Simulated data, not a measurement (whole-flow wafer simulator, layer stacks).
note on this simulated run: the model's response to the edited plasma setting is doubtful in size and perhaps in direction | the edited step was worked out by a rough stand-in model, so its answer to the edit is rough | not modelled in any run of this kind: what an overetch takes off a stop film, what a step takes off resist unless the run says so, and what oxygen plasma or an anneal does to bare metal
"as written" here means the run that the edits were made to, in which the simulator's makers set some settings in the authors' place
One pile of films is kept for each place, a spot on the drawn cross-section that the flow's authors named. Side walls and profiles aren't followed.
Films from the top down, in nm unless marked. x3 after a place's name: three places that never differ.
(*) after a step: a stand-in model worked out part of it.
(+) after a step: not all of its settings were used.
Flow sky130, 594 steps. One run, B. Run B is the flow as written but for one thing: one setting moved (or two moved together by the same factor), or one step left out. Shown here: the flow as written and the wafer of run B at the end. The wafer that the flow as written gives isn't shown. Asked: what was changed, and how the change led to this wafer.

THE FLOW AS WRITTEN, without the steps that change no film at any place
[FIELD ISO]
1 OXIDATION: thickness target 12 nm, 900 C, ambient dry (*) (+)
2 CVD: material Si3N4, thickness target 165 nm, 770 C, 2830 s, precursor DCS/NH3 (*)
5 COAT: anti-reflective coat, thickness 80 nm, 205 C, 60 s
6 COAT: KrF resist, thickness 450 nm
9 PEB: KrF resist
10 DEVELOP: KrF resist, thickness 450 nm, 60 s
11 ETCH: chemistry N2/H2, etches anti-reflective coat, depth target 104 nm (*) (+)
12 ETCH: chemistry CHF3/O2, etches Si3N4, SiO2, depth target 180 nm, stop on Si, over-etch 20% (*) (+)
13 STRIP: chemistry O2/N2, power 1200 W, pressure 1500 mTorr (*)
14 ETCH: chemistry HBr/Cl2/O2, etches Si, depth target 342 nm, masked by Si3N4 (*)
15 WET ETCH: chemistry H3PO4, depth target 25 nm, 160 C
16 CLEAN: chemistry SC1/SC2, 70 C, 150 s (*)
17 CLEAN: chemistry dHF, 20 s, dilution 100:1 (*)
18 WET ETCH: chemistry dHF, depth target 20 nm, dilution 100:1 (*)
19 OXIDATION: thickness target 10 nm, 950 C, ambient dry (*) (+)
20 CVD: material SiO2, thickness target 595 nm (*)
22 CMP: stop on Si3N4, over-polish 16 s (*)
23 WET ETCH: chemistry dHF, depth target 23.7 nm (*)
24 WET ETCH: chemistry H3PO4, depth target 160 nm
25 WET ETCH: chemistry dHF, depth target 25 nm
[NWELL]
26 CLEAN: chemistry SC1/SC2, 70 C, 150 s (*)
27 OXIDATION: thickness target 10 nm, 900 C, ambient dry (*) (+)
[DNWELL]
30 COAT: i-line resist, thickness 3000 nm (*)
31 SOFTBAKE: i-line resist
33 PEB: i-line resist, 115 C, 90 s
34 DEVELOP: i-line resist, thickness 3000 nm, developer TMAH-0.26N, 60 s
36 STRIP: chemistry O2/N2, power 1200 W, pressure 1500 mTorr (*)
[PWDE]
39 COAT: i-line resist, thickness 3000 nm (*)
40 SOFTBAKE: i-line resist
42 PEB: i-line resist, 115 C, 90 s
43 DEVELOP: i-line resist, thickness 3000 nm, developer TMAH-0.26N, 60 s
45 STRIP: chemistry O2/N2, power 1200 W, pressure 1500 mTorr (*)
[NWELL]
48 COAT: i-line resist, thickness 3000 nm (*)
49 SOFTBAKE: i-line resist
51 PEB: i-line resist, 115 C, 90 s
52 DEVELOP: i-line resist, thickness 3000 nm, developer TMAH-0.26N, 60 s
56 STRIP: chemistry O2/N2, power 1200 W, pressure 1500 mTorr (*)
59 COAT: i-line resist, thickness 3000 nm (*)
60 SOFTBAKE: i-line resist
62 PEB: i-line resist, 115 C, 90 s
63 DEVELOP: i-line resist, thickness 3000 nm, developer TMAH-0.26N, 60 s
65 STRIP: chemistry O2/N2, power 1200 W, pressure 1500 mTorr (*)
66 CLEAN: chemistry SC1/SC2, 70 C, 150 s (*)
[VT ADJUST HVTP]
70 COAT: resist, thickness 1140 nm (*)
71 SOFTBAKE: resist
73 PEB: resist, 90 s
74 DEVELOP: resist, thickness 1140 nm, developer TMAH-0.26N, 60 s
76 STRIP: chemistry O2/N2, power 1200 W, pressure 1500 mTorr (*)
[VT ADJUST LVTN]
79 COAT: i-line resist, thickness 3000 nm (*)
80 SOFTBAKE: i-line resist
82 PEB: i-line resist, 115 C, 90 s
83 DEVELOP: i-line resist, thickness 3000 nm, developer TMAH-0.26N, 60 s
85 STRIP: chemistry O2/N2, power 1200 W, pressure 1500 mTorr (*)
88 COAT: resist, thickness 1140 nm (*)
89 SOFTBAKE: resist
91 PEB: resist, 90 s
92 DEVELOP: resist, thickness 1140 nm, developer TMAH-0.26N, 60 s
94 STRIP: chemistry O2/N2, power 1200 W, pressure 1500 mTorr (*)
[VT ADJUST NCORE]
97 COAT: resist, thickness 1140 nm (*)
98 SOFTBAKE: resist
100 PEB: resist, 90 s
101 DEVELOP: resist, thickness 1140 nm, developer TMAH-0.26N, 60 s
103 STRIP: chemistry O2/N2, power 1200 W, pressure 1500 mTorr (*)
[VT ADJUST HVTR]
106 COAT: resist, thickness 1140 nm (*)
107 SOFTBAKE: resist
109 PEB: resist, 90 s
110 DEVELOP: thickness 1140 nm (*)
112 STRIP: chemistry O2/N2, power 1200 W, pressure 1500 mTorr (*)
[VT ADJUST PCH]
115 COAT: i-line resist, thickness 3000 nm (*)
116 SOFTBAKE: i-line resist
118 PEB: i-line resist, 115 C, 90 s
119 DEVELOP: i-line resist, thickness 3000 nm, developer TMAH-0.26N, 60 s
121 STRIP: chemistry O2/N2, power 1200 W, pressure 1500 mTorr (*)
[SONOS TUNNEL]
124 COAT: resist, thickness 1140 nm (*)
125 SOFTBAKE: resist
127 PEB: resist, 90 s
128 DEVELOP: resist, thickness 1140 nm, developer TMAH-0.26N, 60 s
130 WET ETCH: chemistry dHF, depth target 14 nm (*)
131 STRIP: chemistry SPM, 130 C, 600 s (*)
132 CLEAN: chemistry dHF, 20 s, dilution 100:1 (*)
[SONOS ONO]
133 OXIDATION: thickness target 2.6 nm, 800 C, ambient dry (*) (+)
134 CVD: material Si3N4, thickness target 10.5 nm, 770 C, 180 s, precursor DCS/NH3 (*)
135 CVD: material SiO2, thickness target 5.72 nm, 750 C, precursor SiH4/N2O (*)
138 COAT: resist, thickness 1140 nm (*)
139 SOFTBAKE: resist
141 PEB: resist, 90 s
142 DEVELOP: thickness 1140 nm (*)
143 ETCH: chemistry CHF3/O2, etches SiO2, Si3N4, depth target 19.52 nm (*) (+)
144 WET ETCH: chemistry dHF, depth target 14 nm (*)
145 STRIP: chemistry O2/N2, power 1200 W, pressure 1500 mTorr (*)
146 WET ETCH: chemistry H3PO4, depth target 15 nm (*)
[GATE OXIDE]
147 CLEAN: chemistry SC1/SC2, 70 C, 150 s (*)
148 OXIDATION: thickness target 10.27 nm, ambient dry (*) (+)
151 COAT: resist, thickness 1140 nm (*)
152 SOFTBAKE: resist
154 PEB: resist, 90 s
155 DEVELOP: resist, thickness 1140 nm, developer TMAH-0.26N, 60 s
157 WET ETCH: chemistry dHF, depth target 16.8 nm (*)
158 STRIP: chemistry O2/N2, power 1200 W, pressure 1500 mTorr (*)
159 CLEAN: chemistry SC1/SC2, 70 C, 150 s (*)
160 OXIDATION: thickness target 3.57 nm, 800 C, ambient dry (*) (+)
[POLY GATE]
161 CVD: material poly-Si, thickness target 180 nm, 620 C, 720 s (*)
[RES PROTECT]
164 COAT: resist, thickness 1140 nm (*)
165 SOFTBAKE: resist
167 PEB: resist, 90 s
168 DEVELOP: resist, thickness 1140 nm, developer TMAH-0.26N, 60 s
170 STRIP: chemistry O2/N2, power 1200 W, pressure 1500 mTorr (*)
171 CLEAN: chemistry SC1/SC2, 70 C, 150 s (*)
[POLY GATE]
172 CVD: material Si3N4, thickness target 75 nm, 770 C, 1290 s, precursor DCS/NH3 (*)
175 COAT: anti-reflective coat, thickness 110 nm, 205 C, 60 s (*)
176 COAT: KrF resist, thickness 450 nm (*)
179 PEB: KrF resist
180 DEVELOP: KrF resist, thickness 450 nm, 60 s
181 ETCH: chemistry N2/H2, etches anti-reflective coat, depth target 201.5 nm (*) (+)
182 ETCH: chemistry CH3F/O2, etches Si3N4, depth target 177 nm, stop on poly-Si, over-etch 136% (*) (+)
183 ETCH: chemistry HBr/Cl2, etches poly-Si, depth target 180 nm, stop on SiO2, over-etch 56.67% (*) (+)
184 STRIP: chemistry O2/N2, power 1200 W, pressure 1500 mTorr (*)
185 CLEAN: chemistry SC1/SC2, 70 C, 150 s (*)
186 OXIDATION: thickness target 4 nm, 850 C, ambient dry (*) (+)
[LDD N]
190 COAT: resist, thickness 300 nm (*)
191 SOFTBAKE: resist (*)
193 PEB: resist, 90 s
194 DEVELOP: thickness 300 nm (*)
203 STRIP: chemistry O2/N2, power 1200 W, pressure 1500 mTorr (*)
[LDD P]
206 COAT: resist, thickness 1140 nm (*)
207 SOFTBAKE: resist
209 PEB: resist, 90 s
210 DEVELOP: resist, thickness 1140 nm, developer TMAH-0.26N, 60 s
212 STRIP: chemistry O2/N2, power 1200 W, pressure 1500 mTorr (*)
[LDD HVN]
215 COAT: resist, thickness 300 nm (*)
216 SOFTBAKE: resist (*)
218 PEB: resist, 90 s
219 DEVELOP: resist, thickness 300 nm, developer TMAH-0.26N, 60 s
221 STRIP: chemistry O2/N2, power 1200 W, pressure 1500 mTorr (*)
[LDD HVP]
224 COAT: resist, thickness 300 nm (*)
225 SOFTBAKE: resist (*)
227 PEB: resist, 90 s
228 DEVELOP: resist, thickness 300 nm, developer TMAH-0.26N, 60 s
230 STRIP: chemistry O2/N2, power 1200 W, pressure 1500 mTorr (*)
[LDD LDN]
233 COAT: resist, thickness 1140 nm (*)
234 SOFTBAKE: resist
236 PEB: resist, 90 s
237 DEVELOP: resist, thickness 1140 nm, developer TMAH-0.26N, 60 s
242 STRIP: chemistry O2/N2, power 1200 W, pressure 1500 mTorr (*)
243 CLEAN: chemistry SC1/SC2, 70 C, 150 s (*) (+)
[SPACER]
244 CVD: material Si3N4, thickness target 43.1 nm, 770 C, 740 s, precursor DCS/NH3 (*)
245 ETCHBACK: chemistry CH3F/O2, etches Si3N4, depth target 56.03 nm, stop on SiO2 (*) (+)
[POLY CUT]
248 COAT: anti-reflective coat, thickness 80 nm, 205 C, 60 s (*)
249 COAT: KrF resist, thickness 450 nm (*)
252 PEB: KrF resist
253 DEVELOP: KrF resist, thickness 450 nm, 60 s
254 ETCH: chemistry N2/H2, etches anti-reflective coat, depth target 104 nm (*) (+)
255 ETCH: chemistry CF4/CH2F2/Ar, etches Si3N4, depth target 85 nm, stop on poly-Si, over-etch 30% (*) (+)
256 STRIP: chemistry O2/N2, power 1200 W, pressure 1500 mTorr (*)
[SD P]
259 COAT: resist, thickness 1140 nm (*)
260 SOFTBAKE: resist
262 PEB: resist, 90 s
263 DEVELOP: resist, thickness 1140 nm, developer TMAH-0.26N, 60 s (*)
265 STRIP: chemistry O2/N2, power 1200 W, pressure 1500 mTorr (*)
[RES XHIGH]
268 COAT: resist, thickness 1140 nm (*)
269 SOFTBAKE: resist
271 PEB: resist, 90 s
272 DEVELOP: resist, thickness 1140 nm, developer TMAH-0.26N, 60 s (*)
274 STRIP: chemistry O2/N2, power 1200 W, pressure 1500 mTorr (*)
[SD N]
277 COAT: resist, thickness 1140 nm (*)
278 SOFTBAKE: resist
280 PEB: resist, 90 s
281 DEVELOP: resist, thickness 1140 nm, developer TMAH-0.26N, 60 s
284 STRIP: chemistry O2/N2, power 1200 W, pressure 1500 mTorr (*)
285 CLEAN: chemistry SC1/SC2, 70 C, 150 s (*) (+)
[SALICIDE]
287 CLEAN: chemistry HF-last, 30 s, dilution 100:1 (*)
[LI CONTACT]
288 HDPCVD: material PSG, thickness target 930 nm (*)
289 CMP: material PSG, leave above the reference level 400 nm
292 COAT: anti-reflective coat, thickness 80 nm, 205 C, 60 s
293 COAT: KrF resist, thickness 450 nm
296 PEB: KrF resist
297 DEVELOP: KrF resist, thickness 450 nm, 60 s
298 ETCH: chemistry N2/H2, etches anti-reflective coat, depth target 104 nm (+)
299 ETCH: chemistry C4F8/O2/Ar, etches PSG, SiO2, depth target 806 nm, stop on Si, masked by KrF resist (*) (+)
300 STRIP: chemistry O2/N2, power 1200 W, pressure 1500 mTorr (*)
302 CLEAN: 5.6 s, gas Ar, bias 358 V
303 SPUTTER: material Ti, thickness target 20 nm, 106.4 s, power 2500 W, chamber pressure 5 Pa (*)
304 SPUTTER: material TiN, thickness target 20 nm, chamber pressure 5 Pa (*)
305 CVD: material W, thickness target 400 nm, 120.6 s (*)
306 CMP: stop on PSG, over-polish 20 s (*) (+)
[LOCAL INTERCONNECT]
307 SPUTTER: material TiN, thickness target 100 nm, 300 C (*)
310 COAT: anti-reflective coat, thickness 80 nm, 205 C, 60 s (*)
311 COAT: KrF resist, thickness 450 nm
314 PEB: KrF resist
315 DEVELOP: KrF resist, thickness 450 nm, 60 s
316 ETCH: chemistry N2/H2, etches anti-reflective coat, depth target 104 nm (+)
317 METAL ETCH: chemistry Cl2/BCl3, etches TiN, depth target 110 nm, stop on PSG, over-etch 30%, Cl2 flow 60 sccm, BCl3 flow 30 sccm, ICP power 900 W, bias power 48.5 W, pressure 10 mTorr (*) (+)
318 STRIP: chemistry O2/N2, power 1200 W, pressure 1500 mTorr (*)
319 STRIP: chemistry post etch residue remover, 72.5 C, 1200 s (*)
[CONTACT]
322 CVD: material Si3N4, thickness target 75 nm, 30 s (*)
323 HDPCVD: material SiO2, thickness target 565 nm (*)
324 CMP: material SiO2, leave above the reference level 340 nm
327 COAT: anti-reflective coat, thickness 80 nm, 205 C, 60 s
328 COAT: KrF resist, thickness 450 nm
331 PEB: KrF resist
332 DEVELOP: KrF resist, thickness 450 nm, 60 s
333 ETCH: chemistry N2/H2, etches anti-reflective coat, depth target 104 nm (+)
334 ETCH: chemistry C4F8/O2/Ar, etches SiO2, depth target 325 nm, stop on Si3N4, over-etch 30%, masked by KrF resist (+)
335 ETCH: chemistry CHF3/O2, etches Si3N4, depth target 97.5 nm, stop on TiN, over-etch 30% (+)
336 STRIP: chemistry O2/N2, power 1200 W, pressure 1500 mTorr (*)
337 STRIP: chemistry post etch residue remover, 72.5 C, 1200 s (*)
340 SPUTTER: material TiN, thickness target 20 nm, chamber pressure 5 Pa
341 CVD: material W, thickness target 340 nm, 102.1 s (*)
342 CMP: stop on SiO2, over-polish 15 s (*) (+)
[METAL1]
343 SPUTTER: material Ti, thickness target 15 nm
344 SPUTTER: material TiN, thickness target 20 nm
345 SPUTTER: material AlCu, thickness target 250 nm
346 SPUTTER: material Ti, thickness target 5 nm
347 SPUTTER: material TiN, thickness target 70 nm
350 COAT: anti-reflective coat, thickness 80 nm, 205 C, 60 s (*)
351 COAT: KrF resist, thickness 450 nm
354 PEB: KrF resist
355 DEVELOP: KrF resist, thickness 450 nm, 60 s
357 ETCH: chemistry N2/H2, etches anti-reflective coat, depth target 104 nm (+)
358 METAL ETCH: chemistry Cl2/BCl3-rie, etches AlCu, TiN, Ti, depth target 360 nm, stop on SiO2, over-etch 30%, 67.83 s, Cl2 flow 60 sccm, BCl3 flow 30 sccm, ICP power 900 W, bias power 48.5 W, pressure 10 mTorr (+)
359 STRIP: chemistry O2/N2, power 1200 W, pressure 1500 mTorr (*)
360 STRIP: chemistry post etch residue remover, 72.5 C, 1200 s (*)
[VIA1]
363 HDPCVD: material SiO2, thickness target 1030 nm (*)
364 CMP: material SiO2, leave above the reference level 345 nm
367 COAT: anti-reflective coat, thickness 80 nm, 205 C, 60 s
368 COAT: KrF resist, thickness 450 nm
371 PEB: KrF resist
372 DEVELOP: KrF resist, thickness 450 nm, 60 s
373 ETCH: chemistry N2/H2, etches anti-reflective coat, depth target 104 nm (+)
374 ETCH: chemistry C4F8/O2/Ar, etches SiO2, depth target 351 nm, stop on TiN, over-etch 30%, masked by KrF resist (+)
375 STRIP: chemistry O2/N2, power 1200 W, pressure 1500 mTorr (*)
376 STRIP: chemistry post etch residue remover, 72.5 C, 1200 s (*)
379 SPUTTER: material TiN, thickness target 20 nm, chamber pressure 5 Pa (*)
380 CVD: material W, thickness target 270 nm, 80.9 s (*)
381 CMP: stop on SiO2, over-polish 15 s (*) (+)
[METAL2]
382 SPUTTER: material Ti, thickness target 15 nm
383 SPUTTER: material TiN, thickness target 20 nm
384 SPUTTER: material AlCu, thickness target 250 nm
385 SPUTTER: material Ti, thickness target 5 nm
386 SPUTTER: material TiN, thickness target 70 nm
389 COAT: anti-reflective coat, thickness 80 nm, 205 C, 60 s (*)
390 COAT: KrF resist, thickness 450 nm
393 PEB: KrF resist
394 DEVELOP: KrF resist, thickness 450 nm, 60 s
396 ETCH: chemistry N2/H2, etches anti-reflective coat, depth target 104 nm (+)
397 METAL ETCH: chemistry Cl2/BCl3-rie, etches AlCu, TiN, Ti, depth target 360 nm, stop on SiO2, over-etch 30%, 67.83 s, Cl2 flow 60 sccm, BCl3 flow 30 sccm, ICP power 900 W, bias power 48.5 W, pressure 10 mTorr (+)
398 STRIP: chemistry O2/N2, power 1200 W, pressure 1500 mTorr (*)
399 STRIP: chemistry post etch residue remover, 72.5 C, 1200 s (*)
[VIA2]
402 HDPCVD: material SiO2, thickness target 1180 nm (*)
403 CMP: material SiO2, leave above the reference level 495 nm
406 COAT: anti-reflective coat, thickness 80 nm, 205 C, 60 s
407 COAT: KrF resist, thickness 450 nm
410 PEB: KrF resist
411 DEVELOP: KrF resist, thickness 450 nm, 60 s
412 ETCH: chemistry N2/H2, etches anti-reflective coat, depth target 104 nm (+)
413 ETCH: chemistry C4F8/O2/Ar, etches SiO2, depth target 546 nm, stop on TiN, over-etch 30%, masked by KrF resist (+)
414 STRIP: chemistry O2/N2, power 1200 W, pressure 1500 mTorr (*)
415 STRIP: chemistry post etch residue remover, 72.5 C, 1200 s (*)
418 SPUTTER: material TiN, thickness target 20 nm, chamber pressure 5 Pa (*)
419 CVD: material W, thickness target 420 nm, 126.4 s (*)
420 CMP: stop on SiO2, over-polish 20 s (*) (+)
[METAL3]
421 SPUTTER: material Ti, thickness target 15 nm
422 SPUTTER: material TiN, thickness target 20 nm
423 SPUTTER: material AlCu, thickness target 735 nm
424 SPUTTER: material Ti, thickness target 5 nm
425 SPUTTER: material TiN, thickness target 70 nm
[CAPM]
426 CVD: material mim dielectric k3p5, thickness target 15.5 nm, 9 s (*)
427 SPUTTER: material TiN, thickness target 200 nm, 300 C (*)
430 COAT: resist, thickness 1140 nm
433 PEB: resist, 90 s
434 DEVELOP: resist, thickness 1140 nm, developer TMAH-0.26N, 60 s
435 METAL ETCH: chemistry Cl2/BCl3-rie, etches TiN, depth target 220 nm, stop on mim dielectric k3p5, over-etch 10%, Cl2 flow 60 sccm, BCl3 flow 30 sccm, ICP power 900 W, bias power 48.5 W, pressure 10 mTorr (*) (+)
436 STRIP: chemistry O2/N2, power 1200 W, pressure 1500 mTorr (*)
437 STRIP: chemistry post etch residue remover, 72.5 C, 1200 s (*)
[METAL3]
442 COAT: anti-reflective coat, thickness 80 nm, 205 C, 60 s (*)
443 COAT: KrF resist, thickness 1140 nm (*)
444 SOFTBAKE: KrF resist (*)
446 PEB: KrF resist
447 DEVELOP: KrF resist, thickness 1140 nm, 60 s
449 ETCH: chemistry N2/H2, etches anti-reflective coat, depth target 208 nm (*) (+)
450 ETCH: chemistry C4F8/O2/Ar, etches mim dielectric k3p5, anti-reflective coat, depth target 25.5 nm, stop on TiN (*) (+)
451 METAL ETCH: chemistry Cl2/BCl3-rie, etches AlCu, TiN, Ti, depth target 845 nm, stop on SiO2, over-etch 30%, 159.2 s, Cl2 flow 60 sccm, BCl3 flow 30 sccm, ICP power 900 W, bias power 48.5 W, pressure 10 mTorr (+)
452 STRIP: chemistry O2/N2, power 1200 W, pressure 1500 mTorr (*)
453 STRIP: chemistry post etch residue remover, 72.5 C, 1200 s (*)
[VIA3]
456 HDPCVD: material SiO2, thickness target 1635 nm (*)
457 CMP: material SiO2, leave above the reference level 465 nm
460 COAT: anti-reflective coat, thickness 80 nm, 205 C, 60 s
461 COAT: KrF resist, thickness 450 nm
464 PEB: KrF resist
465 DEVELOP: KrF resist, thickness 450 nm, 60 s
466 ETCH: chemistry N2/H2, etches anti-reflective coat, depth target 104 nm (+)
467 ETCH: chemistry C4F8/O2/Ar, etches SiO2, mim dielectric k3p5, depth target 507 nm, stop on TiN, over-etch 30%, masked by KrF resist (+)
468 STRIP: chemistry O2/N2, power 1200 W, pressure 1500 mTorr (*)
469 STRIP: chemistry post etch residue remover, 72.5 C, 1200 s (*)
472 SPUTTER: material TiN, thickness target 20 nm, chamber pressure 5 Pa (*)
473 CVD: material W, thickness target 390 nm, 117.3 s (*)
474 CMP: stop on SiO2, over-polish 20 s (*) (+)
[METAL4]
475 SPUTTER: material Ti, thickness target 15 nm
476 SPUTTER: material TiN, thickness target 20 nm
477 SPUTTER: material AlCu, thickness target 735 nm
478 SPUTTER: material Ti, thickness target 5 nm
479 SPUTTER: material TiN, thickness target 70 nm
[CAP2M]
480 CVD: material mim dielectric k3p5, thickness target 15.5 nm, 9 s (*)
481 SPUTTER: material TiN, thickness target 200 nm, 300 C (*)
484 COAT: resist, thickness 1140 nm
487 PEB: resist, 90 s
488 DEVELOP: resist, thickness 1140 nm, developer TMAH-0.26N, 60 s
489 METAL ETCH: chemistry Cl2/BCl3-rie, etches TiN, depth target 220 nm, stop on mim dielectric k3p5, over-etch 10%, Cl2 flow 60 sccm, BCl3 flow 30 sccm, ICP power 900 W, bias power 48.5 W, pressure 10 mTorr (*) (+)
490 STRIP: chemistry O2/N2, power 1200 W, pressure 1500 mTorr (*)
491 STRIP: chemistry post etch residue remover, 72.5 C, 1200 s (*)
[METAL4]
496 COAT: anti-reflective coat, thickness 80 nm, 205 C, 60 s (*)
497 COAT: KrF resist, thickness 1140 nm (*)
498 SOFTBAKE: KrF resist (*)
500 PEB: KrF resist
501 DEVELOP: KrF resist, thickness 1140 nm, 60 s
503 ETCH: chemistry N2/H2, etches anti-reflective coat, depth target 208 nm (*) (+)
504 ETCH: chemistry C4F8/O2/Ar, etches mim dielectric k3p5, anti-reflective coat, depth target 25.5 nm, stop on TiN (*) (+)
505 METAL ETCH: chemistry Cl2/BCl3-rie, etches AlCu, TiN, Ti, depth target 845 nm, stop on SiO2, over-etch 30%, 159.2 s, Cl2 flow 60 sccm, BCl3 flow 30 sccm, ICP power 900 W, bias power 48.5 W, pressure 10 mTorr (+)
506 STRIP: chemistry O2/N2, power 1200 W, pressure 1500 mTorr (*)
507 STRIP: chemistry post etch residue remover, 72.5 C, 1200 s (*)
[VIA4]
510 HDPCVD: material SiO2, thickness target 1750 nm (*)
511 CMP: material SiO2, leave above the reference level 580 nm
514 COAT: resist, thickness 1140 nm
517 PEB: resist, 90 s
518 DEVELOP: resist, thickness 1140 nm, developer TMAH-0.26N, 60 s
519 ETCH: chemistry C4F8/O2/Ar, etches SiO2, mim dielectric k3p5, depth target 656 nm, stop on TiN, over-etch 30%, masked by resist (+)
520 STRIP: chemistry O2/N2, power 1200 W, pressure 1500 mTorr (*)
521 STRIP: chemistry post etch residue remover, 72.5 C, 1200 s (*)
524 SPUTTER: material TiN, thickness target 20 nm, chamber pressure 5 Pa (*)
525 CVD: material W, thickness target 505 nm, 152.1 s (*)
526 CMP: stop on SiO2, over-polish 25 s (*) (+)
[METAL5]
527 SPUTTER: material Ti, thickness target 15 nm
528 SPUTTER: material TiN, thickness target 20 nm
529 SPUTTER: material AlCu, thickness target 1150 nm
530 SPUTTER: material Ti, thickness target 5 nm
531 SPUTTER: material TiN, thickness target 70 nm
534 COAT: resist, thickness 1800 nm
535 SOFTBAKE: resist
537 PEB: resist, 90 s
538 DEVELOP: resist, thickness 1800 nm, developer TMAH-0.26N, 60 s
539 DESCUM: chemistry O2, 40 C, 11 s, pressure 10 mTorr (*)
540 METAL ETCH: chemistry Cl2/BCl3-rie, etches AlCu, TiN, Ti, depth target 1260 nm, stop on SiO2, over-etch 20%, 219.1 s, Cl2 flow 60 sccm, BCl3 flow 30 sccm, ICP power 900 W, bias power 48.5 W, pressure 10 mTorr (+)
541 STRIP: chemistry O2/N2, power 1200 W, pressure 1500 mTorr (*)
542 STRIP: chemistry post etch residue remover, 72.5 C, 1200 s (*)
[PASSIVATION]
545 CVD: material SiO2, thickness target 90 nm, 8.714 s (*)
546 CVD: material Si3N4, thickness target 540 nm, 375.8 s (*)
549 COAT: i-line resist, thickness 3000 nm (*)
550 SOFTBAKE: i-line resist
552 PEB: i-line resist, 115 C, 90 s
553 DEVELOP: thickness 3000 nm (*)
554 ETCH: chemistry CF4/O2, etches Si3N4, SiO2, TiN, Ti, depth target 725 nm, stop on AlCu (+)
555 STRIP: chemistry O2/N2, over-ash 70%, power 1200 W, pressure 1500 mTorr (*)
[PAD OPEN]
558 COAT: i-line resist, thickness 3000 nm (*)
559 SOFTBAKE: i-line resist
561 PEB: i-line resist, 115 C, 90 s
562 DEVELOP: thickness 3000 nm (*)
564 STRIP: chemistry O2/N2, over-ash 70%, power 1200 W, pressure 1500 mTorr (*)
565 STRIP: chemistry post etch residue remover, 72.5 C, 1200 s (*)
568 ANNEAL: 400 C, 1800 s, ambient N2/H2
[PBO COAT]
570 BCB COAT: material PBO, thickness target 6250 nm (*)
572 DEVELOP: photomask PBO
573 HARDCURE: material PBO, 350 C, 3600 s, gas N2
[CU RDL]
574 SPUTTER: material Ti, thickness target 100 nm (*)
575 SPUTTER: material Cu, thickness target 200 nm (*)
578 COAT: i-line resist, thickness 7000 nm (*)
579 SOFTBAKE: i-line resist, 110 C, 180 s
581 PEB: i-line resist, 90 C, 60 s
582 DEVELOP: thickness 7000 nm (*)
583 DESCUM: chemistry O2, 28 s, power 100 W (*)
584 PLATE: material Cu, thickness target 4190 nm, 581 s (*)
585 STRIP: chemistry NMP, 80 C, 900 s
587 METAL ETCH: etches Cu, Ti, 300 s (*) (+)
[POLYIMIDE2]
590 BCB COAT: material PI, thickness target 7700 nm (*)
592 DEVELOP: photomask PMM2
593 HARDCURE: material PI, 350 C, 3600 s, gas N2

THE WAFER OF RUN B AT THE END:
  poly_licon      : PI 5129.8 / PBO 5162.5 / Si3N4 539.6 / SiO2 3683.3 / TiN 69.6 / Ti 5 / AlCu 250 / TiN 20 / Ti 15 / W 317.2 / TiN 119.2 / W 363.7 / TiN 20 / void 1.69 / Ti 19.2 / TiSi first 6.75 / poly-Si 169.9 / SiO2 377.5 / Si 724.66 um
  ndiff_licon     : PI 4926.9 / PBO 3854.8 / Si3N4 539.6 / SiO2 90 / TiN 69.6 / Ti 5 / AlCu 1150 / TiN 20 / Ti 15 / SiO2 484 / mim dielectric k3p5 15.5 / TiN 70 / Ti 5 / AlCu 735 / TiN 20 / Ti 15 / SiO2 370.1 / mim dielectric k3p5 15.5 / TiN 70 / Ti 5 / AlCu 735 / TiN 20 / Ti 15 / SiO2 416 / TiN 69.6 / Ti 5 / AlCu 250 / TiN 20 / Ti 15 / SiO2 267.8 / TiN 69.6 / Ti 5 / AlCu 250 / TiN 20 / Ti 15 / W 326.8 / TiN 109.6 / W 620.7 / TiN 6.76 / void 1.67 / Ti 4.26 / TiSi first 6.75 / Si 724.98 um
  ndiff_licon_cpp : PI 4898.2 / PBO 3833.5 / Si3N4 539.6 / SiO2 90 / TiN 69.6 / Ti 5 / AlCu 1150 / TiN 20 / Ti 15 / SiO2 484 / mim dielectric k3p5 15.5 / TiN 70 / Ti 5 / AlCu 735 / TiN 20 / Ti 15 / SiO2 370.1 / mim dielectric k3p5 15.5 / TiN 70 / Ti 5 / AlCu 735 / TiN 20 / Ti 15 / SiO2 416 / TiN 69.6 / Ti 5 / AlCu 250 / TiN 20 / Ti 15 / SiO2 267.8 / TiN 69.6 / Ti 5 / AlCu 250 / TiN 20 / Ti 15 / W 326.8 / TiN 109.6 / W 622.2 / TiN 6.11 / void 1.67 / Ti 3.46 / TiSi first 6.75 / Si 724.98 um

The cause: step 303, SPUTTER: power 2800 W was run, where the flow has power 2500 W.

How the change led to this, step by step:
  303 SPUTTER: material Ti, thickness target 20 nm, 106.4 s, power 2500 W, chamber pressure 5 Pa (*)
      field, active, n_well and 185 more: Ti +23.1 (new film) (as written it would be: Ti +20 (new film))
      ndiff_licon: Ti +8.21 (new film) (as written it would be: Ti +7.24 (new film))
      (and at 2 more places)
  306 CMP: stop on PSG, over-polish 20 s (*) (+)
      field, active, n_well and 184 more: W -400 (all of it), TiN -20 (all of it), Ti -23.1 (all of it), PSG -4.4 (as written it would be: W -400 (all of it), TiN -20 (all of it), Ti -20 (all of it), PSG -4.4)
      poly_licon: W -36.3 (as written it would be: W -33.1)
